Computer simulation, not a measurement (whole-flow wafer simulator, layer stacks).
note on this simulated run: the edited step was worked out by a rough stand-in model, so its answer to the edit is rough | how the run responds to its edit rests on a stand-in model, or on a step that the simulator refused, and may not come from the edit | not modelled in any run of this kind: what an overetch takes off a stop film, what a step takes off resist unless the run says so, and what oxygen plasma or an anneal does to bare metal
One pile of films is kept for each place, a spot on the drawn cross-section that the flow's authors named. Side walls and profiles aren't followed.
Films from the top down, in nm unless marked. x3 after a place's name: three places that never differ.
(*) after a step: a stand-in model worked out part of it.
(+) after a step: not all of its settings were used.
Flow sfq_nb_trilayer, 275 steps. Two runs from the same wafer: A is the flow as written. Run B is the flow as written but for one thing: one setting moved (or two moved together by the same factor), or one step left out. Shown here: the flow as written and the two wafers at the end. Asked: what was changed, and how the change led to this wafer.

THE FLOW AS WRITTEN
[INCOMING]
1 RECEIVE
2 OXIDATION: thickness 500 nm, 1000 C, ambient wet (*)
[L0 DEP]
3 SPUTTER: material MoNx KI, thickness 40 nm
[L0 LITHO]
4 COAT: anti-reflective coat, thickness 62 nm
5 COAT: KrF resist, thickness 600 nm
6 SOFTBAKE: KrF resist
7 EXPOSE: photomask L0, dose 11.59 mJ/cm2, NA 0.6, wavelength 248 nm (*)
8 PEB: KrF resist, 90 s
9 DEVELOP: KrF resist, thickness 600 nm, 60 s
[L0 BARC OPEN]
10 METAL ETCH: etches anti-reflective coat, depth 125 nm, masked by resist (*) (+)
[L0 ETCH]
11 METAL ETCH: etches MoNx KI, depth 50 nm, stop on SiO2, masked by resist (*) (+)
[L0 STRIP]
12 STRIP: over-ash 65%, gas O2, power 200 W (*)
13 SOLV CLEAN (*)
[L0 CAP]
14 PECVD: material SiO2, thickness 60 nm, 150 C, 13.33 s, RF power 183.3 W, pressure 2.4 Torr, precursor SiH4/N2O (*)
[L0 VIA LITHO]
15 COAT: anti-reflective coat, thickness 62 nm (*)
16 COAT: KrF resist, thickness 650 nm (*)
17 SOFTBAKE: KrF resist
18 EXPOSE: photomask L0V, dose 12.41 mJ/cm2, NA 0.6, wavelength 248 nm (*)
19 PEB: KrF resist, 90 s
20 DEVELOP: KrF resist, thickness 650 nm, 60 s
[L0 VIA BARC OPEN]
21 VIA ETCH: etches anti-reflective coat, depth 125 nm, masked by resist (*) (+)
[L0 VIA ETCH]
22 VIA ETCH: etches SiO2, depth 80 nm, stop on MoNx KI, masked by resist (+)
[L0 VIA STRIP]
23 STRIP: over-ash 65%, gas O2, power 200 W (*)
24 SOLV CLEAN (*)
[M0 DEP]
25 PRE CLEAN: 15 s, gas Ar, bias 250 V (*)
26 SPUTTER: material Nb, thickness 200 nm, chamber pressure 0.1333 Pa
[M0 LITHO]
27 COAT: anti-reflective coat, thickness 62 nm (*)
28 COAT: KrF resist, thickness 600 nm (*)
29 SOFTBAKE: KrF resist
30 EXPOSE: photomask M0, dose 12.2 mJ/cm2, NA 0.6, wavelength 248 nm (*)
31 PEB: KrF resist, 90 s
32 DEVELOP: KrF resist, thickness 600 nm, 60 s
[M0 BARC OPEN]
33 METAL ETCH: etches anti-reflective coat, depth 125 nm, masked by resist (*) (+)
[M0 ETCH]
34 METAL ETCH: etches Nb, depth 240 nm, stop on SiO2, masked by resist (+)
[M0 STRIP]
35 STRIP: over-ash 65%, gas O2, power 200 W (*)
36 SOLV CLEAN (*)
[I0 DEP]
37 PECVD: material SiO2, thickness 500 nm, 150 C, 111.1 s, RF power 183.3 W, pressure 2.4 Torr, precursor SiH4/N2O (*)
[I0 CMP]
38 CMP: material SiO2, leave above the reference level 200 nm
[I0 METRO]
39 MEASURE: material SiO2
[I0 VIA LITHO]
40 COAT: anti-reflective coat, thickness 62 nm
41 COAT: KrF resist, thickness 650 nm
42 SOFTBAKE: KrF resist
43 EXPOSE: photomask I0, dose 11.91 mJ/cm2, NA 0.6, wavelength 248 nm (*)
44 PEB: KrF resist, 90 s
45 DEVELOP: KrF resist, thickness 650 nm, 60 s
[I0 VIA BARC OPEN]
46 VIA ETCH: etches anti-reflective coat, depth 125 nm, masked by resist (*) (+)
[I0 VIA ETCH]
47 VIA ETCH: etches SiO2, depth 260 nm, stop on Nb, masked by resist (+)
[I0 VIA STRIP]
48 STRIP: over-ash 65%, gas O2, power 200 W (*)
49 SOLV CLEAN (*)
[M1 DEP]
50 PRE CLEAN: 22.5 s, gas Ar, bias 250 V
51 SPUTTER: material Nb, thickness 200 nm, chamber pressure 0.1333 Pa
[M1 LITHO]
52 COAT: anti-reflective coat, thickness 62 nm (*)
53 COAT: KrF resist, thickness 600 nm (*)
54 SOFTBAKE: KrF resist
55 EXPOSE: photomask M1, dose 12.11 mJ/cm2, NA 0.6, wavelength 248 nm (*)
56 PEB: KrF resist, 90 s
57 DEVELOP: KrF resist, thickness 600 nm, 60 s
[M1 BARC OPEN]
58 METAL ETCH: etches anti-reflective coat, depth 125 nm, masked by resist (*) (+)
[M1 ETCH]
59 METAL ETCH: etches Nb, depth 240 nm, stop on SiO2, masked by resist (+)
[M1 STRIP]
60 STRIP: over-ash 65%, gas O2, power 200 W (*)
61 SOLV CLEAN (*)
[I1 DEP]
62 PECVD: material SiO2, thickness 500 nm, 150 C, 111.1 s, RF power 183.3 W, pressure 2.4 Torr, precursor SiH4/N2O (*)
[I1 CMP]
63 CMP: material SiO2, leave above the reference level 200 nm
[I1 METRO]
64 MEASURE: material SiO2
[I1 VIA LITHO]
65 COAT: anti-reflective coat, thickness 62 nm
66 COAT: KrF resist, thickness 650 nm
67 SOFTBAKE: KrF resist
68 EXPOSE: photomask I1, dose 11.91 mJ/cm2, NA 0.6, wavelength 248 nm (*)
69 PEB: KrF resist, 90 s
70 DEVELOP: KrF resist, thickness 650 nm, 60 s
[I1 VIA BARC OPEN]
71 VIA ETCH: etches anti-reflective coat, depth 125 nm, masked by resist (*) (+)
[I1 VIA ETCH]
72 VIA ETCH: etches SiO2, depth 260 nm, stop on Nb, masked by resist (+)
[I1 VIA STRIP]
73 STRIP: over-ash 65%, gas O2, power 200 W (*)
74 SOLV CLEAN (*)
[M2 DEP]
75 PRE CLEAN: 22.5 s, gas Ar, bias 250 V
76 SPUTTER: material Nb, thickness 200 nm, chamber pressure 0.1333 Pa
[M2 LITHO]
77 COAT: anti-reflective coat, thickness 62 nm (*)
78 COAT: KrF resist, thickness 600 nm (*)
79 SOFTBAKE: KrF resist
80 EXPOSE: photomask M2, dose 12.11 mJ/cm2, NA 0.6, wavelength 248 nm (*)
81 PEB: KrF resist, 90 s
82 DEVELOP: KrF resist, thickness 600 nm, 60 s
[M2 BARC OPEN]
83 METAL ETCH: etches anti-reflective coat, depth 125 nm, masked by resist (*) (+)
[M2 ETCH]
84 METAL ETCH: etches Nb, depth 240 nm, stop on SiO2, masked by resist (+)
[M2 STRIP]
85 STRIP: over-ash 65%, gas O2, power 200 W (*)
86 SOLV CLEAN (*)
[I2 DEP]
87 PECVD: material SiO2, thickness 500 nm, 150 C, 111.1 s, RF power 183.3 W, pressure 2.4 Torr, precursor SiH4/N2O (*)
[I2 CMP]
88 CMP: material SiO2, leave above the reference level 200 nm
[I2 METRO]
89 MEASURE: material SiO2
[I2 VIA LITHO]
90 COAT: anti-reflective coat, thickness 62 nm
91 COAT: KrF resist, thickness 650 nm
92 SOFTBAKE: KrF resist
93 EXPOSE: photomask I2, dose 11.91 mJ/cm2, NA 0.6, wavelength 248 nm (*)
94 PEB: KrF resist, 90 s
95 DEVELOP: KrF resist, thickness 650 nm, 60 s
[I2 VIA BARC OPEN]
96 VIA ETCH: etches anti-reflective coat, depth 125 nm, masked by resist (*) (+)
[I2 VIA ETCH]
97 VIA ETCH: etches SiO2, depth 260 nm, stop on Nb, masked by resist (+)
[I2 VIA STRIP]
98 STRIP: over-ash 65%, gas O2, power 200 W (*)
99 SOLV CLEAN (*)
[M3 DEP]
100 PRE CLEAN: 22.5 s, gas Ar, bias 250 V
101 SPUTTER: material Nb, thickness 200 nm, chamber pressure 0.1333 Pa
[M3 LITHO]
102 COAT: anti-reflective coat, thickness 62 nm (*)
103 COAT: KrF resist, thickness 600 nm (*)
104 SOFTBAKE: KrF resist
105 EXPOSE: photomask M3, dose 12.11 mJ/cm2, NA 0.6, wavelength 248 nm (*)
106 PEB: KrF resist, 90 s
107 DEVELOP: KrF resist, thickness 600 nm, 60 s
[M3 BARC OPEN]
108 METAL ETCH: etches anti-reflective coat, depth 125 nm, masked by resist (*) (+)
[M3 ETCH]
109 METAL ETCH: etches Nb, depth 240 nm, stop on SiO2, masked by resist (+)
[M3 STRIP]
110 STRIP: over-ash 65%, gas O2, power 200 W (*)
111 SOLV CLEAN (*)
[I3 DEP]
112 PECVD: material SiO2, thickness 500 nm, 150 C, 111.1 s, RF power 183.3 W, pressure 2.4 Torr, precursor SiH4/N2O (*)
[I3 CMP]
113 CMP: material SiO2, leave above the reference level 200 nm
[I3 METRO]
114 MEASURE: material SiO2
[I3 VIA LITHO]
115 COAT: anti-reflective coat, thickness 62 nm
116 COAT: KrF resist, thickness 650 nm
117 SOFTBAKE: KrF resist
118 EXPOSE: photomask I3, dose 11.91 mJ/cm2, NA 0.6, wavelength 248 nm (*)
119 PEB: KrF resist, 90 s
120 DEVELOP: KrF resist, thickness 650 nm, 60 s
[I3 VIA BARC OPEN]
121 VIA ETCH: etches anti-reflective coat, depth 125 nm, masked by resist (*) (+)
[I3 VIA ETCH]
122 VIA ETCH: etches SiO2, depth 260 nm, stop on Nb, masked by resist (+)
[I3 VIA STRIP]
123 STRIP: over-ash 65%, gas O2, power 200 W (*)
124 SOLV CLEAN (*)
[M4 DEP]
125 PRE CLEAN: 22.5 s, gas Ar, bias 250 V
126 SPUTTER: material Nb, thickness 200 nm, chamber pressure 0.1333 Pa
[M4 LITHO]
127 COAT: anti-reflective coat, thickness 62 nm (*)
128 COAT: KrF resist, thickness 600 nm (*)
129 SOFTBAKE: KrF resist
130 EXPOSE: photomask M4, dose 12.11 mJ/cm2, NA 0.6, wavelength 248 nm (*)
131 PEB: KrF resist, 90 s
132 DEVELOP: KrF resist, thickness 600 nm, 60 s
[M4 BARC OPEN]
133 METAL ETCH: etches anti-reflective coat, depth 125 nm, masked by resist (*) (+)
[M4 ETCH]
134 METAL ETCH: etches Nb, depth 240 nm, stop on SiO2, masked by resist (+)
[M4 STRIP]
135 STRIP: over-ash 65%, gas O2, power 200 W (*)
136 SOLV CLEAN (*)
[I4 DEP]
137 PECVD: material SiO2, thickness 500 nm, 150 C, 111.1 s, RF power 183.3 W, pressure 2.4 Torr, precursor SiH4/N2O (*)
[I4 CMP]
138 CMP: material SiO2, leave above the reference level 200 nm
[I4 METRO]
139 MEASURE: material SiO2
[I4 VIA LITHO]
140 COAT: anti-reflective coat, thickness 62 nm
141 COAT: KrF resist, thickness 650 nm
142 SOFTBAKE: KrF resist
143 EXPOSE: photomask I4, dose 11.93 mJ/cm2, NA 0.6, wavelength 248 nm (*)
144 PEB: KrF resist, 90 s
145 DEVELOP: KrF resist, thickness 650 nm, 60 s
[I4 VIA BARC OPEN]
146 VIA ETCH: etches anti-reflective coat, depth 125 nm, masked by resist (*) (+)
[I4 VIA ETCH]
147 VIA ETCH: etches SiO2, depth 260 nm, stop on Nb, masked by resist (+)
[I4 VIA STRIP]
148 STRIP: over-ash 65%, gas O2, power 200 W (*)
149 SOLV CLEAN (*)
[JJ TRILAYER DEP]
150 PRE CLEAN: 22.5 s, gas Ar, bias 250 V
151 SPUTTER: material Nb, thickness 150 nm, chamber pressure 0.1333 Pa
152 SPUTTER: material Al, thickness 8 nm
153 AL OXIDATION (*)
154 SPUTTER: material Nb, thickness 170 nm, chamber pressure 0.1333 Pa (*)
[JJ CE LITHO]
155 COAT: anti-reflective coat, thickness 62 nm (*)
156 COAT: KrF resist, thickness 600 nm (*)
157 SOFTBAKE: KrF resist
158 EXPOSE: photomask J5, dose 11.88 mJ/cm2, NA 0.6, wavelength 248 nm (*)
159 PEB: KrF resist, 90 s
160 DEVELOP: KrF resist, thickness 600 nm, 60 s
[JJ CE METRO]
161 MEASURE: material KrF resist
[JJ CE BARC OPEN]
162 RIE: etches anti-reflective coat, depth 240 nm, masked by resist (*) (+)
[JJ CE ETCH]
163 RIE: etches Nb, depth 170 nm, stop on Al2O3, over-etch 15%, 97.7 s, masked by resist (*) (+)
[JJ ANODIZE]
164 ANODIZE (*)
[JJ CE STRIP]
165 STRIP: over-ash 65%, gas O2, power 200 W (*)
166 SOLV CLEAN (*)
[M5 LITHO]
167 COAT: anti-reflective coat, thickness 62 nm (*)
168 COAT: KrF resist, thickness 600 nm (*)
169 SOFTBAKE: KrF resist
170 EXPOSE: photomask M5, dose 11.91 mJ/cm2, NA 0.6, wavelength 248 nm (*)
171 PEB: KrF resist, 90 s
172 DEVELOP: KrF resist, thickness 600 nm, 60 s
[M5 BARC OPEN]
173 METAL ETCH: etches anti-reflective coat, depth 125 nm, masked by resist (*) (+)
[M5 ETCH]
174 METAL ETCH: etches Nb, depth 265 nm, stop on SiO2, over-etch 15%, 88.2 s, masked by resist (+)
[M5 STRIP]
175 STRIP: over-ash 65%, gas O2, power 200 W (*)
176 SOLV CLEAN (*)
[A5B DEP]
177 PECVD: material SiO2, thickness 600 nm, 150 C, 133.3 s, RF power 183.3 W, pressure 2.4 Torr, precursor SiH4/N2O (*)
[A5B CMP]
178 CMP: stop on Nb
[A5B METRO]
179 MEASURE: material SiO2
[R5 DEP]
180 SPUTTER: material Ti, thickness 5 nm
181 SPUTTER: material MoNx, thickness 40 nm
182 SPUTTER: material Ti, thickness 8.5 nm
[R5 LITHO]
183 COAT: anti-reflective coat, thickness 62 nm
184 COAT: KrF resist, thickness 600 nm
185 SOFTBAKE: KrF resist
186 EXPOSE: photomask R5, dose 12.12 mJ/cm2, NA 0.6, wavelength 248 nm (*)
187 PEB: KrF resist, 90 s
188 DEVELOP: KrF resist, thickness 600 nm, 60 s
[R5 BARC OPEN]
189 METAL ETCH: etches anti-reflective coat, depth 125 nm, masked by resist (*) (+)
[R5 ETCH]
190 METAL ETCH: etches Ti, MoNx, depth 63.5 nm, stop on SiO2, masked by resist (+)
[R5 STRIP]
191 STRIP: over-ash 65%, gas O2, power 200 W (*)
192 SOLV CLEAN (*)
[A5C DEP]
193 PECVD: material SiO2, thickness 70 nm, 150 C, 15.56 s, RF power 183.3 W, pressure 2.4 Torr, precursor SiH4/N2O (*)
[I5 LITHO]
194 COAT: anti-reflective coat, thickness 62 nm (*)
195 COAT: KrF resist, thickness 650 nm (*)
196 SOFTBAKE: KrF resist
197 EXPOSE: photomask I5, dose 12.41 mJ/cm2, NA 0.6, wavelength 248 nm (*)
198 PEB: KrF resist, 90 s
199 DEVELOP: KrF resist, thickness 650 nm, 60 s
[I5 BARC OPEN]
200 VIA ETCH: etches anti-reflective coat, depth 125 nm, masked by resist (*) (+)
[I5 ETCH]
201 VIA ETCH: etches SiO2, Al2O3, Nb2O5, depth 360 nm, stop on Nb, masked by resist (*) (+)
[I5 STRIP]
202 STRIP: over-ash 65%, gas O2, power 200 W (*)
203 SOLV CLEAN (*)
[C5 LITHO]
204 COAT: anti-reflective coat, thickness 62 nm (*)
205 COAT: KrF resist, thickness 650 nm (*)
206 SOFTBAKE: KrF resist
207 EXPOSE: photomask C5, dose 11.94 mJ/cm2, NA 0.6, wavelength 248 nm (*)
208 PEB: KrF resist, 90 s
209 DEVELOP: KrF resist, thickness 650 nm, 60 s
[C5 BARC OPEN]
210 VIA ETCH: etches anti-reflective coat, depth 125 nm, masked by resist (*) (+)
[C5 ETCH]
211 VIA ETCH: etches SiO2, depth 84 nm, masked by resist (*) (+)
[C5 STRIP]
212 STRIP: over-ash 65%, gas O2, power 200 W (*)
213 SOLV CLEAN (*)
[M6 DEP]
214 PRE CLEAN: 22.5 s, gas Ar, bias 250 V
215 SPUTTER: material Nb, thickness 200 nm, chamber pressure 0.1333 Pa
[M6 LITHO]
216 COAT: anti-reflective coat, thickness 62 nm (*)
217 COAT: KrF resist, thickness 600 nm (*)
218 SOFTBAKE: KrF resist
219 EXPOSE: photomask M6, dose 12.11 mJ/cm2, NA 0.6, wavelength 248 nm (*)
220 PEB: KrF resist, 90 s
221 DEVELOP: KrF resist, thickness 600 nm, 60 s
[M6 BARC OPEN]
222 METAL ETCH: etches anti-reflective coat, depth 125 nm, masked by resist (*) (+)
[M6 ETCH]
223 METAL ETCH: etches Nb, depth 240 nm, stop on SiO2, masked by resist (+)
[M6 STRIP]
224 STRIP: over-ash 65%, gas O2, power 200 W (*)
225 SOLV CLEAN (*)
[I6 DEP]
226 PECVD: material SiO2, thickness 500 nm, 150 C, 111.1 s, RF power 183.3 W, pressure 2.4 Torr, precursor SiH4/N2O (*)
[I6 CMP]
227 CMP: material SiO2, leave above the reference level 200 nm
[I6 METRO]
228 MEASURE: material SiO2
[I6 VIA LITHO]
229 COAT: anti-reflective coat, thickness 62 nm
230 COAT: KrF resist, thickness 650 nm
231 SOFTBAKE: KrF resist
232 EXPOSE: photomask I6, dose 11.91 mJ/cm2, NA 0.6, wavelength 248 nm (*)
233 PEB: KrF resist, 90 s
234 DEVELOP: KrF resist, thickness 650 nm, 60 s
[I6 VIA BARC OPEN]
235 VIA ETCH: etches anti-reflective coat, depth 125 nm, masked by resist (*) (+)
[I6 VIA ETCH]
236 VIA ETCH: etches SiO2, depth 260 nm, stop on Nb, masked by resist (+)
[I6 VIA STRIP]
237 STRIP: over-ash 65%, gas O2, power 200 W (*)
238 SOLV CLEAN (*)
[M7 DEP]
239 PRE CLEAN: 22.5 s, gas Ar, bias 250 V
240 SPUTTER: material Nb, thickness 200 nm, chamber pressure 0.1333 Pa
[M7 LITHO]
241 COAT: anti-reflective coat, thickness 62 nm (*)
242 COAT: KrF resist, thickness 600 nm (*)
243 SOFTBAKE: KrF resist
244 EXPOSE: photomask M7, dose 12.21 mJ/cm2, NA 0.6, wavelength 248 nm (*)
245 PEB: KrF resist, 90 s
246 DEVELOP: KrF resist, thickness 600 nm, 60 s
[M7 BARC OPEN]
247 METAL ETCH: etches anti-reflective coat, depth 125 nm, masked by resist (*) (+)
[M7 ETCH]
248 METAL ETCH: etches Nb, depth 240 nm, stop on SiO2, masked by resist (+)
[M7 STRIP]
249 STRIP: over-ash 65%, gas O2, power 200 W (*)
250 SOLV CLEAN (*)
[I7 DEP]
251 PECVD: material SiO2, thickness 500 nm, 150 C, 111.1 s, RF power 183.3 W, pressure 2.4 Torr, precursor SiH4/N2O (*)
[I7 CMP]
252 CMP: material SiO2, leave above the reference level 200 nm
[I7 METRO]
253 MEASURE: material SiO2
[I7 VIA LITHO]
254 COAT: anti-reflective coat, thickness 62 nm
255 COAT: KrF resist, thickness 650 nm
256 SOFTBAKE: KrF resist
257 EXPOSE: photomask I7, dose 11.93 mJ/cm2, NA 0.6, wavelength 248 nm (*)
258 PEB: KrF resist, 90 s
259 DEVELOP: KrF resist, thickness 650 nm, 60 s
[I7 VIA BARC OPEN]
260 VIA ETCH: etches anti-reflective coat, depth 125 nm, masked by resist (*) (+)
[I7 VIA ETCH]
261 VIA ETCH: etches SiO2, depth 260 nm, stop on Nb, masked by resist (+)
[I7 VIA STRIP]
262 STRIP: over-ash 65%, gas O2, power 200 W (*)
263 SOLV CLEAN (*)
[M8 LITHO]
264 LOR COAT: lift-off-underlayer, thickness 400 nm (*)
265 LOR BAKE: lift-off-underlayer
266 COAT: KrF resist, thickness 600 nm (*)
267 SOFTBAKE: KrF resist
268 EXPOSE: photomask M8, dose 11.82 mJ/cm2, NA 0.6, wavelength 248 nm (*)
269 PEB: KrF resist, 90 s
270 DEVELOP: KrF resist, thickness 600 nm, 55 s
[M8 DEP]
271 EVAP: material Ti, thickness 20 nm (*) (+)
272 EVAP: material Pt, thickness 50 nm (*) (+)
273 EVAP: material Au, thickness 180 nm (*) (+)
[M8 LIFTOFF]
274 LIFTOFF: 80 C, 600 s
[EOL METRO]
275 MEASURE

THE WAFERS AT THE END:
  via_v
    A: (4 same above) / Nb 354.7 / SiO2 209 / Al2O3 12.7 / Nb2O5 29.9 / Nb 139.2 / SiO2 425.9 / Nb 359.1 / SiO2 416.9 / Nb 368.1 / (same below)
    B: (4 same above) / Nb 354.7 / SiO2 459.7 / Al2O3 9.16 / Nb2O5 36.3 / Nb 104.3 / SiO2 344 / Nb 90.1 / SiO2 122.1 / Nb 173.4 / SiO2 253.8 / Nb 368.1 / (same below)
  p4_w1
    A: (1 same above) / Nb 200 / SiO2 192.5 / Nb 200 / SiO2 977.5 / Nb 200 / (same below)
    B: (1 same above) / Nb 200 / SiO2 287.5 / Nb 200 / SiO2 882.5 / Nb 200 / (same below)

The cause: step 87, PECVD: thickness 305 nm was run, where the flow has thickness 500 nm; step 87, PECVD: 67.78 s was run, where the flow has 111.1 s.

How the change led to this, step by step:
  87 PECVD: material SiO2, thickness 500 nm, 150 C, 111.1 s, RF power 183.3 W, pressure 2.4 Torr, precursor SiH4/N2O (*)
      field_l, be, be_sur and 81 more: A SiO2 +500 | B SiO2 +305
      v_sur, via_wl, via_w and 18 more: A SiO2 +500 (new film) | B SiO2 +305 (new film)
      (and at 1 more place)
  88 CMP: material SiO2, leave above the reference level 200 nm
      field_l, be, be_sur and 81 more: A SiO2 -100 | B nothing
      via_v: A SiO2 -181.6 | B nothing
      (and at 21 more places)
  90 COAT: anti-reflective coat, thickness 62 nm
      p3_s1, m0r_line_l, m0r_line_r, m6r_line_l, m6r_line_r, m7r_line_l, m7r_line_r: A anti-reflective coat +62 (new film) | B anti-reflective coat +63.5 (new film)
      m0r_space_l, m0r_space_r, m6r_space_l, m6r_space_r, m7r_space_l, m7r_space_r: A anti-reflective coat +62 (new film) | B anti-reflective coat +75.1 (new film)
      (and at 60 more places)
  91 COAT: KrF resist, thickness 650 nm
      m0r_line_l, m0r_line_r, m6r_line_l, m6r_line_r, m7r_line_l, m7r_line_r: A KrF resist +650 (new film) | B KrF resist +668.9 (new film)
      m5r_linepad_l, m5r_linepad_r: A KrF resist +650 (new film) | B KrF resist +629 (new film)
      (and at 30 more places)
  95 DEVELOP: KrF resist, thickness 650 nm, 60 s
      via_w: A KrF resist -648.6 (all of it) | B KrF resist -614.7 (all of it)
  96 VIA ETCH: etches anti-reflective coat, depth 125 nm, masked by resist (*) (+)
      field_l, v_sur, via_wl and 102 more: A KrF resist -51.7 | B KrF resist -45.2
      via_w: A anti-reflective coat -62 (all of it), SiO2 -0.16 | B anti-reflective coat -54.2 (all of it), SiO2 -0.14
  98 STRIP: over-ash 65%, gas O2, power 200 W (*)
      m0r_line_l, m0r_line_r, m6r_line_l, m6r_line_r, m7r_line_l, m7r_line_r: A KrF resist -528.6 (all of it), anti-reflective coat -62 (all of it) | B KrF resist -553.9 (all of it), anti-reflective coat -63.5 (all of it)
      m0r_space_l, m0r_space_r, m6r_space_l, m6r_space_r, m7r_space_l, m7r_space_r: A KrF resist -528.6 (all of it), anti-reflective coat -62 (all of it) | B KrF resist -546.3 (all of it), anti-reflective coat -75.1 (all of it)
      (and at 74 more places)
  101 SPUTTER: material Nb, thickness 200 nm, chamber pressure 0.1333 Pa
      via_v: A Nb +200 (new film) | B Nb +173.4 (new film)
  102 COAT: anti-reflective coat, thickness 62 nm (*)
      wl_g_sr, m0r_space_r, m6r_space_r, m7r_space_r: A anti-reflective coat +62 (new film) | B anti-reflective coat +72.9 (new film)
      wl_a_m6, wl_a_sr, wl_b_m5: A anti-reflective coat +62 (new film) | B anti-reflective coat +59.6 (new film)
      (and at 64 more places)
  103 COAT: KrF resist, thickness 600 nm (*)
      m0r_line_l, m6r_line_l, m7r_line_l: A KrF resist +600 (new film) | B KrF resist +616.6 (new film)
      m0r_line_r, m6r_line_r, m7r_line_r: A KrF resist +600 (new film) | B KrF resist +616.8 (new film)
      (and at 32 more places)
  107 DEVELOP: KrF resist, thickness 600 nm, 60 s
      m0r_line_l, m6r_line_l, m7r_line_l: A KrF resist -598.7 (all of it) | B KrF resist -615.3 (all of it)
      m0r_line_r, m6r_line_r, m7r_line_r: A KrF resist -598.7 (all of it) | B KrF resist -615.5 (all of it)
      (and at 17 more places)
  108 METAL ETCH: etches anti-reflective coat, depth 125 nm, masked by resist (*) (+)
      v_sur, via_wl, via_w and 28 more: A KrF resist -51.7 | B KrF resist -60.2
      wl_g_sr, m0r_space_r, m6r_space_r, m7r_space_r: A anti-reflective coat -62 (all of it) | B anti-reflective coat -72.9 (all of it)
      (and at 45 more places)
  110 STRIP: over-ash 65%, gas O2, power 200 W (*)
      v_sur: A KrF resist -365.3 (all of it), anti-reflective coat -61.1 (all of it) | B KrF resist -319.3 (all of it), anti-reflective coat -45.3 (all of it)
      via_wl: A KrF resist -384.2 (all of it), anti-reflective coat -34.2 (all of it) | B KrF resist -331.6 (all of it), anti-reflective coat -31.3 (all of it)
      (and at 21 more places)
  112 PECVD: material SiO2, thickness 500 nm, 150 C, 111.1 s, RF power 183.3 W, pressure 2.4 Torr, precursor SiH4/N2O (*)
      via_v: A SiO2 +500 (new film) | B SiO2 +546.8 (new film)
  113 CMP: material SiO2, leave above the reference level 200 nm
      field_l, be, be_sur and 64 more: A SiO2 -100 | B SiO2 -5
      p4_w1, p4_w2, p4_w3 and 6 more: A SiO2 -300 | B SiO2 -205
      (and at 9 more places)
  122 VIA ETCH: etches SiO2, depth 260 nm, stop on Nb, masked by resist (+)
      via_v: A SiO2 -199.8 (all of it) | B SiO2 -260
  ... 24 more steps ...
  178 CMP: stop on Nb
      via_v: A SiO2 -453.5 | B SiO2 -340.8
Counting metal films that touch as one body, via_v has 7 bodies (between them, from the top down: SiO2 437.8; SiO2 459.7 / Al2O3 9.16 / Nb2O5 36.3; SiO2 344; SiO2 122.1; SiO2 253.8; SiO2 192.5); the flow as written gives 6 bodies (between them, from the top down: SiO2 437.8; SiO2 209 / Al2O3 12.7 / Nb2O5 29.9; SiO2 425.9; SiO2 416.9; SiO2 192.5).
